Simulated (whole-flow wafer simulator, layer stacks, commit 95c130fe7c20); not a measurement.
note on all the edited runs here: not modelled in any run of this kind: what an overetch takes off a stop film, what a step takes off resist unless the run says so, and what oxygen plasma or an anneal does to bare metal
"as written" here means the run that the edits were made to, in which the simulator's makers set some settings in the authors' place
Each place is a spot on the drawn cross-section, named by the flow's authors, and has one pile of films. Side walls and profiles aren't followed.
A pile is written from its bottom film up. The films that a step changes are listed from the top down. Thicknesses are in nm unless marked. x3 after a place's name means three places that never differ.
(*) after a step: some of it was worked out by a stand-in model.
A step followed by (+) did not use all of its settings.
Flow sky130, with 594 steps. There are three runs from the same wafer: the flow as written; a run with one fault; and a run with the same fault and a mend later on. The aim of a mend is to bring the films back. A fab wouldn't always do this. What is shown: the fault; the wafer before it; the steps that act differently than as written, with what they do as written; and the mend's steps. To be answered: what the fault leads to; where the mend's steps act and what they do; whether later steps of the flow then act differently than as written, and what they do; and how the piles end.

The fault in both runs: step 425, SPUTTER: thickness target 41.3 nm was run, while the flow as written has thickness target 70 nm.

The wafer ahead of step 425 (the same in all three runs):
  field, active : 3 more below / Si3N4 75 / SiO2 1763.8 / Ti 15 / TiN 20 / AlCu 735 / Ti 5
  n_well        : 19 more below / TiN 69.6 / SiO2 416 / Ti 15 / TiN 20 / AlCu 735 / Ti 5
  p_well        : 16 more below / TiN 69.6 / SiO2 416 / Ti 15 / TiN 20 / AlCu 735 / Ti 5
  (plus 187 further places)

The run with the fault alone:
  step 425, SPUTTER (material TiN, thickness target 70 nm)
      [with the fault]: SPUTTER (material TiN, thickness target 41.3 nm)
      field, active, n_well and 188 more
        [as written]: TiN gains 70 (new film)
        [with the fault]: TiN gains 41.3 (new film)
  Steps further on in the flow that do not act as written (not shown: 14 more steps that differ only slightly, by at most 2% or 0.5 nm, whichever is larger):
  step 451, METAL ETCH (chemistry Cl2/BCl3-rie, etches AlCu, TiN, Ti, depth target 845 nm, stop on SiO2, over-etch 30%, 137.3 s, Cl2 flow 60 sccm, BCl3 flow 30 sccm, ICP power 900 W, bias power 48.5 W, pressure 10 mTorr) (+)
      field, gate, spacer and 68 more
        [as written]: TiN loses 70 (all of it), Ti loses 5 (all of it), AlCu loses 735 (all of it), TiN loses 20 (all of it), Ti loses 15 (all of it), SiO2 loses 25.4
        [with the fault]: TiN loses 41.3 (all of it), Ti loses 5 (all of it), AlCu loses 735 (all of it), TiN loses 20 (all of it), Ti loses 15 (all of it), SiO2 loses 28.2
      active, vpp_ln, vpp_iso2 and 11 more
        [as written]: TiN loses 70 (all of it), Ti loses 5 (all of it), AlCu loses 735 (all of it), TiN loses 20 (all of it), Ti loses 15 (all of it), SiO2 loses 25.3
        [with the fault]: TiN loses 41.3 (all of it), Ti loses 5 (all of it), AlCu loses 735 (all of it), TiN loses 20 (all of it), Ti loses 15 (all of it), SiO2 loses 28.2
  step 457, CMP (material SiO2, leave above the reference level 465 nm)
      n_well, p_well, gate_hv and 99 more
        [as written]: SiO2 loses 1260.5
        [with the fault]: SiO2 loses 1231.8
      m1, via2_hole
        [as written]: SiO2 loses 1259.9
        [with the fault]: SiO2 loses 1231.2
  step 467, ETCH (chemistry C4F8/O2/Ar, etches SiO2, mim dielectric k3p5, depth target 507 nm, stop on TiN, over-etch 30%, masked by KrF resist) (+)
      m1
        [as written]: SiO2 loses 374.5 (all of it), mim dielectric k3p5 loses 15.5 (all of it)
        [with the fault]: SiO2 loses 403.2 (all of it), mim dielectric k3p5 loses 15.5 (all of it)
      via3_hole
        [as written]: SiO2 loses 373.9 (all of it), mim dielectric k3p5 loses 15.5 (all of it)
        [with the fault]: SiO2 loses 402.6 (all of it), mim dielectric k3p5 loses 15.5 (all of it)
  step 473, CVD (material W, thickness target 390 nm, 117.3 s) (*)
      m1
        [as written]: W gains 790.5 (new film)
        [with the fault]: W gains 819.5 (new film)
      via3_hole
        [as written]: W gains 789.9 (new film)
        [with the fault]: W gains 818.9 (new film)
  At n_well, p_well, gate_hv and 104 more, the piles at the end differ from the flow's by more than 2% or 0.5 nm, whichever is larger.
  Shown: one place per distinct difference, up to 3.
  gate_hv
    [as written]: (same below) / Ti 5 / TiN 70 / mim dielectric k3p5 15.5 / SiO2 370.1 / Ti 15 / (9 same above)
    [with the fault]: (same below) / Ti 5 / TiN 41.3 / mim dielectric k3p5 15.5 / SiO2 398.8 / Ti 15 / (9 same above)
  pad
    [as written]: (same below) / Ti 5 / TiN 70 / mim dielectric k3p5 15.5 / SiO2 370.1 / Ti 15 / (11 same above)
    [with the fault]: (same below) / Ti 5 / TiN 41.3 / mim dielectric k3p5 15.5 / SiO2 398.8 / Ti 15 / (11 same above)
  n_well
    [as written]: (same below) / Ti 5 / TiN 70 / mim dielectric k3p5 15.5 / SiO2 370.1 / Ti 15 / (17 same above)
    [with the fault]: (same below) / Ti 5 / TiN 41.3 / mim dielectric k3p5 15.5 / SiO2 398.8 / Ti 15 / (17 same above)

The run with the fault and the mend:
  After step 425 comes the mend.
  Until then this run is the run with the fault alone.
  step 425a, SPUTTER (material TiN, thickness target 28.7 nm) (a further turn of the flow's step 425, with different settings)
      field, active, n_well and 188 more
        TiN gains 28.7
  Later steps of the flow that are run all act as written at every place that is followed.
  By the end, the piles equal the flow's at every place that both follow.
